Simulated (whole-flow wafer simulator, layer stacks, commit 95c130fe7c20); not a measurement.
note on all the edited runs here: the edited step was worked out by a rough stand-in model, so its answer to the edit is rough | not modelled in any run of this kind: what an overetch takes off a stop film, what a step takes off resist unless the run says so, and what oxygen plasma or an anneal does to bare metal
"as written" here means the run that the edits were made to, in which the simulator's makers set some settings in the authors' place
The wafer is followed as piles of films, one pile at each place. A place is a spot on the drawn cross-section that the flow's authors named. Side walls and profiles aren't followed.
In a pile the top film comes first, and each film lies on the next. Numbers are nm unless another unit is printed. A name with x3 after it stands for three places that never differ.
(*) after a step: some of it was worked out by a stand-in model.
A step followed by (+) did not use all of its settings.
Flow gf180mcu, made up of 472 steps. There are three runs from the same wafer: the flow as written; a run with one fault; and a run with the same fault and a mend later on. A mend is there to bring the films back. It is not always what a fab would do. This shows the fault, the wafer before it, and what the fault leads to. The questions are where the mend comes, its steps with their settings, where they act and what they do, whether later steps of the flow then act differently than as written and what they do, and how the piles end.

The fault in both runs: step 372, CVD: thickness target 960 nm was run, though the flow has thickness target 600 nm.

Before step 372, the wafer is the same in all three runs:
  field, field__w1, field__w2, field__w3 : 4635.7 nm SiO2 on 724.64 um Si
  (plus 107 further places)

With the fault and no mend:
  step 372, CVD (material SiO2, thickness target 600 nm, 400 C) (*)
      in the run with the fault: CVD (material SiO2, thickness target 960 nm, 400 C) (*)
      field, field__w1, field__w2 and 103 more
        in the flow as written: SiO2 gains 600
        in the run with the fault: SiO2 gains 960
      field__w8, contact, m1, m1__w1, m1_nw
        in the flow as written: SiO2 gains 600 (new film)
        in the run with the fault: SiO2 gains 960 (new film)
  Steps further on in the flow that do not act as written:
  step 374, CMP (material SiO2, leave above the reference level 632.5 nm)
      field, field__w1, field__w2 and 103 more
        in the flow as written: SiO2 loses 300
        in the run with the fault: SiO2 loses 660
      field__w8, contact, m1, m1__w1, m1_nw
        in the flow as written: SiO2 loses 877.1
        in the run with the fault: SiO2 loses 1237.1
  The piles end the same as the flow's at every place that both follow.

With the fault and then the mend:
  After step 383 comes the mend.
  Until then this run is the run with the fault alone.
  step 384, ETCH (chemistry C4F8/O2/Ar, etches SiO2, depth target 1320 nm, stop on TiN, over-etch 70%, masked by KrF resist) (+) (the flow's step 384; as written it has depth target 960 nm)
      field, field__w1, field__w2 and 107 more
        KrF resist loses 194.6
      contact
        SiO2 loses 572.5 (all of it)
  None of the later steps of the flow differs from how it acts as written, at any place that is followed, by more than 2% or 0.5 nm, whichever is larger.
  The piles end the same as the flow's at every place that both follow.
